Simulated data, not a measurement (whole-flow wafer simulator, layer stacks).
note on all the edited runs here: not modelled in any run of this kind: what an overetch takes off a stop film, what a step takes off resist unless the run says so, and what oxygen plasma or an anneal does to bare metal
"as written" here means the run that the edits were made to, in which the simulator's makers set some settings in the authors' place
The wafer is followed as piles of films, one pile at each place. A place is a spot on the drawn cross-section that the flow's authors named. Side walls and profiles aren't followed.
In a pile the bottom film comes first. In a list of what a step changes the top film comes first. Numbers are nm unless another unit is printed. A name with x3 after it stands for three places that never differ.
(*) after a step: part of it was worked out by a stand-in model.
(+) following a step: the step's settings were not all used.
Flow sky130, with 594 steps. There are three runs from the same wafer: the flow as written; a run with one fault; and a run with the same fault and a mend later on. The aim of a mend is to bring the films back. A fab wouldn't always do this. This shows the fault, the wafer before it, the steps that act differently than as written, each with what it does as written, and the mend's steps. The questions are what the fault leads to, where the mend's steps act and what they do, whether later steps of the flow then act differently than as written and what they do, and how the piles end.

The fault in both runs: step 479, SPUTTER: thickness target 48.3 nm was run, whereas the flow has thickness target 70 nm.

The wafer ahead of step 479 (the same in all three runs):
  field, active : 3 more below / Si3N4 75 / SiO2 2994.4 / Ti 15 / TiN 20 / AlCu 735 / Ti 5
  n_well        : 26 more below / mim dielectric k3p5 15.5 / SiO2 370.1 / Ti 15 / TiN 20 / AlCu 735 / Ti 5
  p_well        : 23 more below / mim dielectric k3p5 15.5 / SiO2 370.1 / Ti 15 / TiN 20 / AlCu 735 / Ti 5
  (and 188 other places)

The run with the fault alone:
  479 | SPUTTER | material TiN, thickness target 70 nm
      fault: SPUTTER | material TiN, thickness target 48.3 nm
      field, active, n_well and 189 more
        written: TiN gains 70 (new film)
        fault: TiN gains 48.3 (new film)
  Steps later in the flow that act otherwise than as written (not shown: 13 more steps that differ only slightly, by at most 2% or 0.5 nm, whichever is larger):
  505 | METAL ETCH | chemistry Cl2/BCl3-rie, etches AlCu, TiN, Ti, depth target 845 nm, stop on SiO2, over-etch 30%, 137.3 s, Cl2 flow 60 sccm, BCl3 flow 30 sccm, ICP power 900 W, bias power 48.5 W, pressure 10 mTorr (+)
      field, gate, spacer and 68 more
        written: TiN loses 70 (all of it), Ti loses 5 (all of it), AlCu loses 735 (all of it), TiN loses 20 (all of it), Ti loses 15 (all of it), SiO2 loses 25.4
        fault: TiN loses 48.3 (all of it), Ti loses 5 (all of it), AlCu loses 735 (all of it), TiN loses 20 (all of it), Ti loses 15 (all of it), SiO2 loses 27.5
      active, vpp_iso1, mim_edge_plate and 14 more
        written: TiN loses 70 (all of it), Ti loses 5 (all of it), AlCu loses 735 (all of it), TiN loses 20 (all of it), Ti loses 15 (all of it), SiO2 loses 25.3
        fault: TiN loses 48.3 (all of it), Ti loses 5 (all of it), AlCu loses 735 (all of it), TiN loses 20 (all of it), Ti loses 15 (all of it), SiO2 loses 27.5
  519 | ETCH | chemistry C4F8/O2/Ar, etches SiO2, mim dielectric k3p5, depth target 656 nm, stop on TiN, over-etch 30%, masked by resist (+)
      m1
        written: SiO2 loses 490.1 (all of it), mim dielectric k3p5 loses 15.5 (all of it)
        fault: SiO2 loses 511.8 (all of it), mim dielectric k3p5 loses 15.5 (all of it)
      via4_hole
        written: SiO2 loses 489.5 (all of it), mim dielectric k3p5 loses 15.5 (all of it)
        fault: SiO2 loses 511.2 (all of it), mim dielectric k3p5 loses 15.5 (all of it)
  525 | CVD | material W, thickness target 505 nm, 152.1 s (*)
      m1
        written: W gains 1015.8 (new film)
        fault: W gains 1037.6 (new film)
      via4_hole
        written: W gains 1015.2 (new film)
        fault: W gains 1037 (new film)
  At n_well, p_well, gate_hv and 102 more, the piles at the end differ from the flow's by more than 2% or 0.5 nm, whichever is larger.
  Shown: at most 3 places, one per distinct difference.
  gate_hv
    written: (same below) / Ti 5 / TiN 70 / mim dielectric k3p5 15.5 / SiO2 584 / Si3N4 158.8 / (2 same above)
    fault: (same below) / Ti 5 / TiN 48.3 / mim dielectric k3p5 15.5 / SiO2 605.7 / Si3N4 158.8 / (2 same above)
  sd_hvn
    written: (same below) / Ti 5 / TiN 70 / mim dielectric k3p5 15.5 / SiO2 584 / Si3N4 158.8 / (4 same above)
    fault: (same below) / Ti 5 / TiN 48.3 / mim dielectric k3p5 15.5 / SiO2 605.7 / Si3N4 158.8 / (4 same above)
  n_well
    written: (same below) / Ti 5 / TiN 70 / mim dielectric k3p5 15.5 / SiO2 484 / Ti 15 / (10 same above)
    fault: (same below) / Ti 5 / TiN 48.3 / mim dielectric k3p5 15.5 / SiO2 505.7 / Ti 15 / (10 same above)

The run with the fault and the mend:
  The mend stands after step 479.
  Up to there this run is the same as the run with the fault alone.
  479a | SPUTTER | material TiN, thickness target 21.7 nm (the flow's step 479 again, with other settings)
      field, active, n_well and 189 more
        TiN gains 21.7
  Later steps of the flow that are run all act as written at every place that is followed.
  By the end, the piles equal the flow's at every place that both follow.
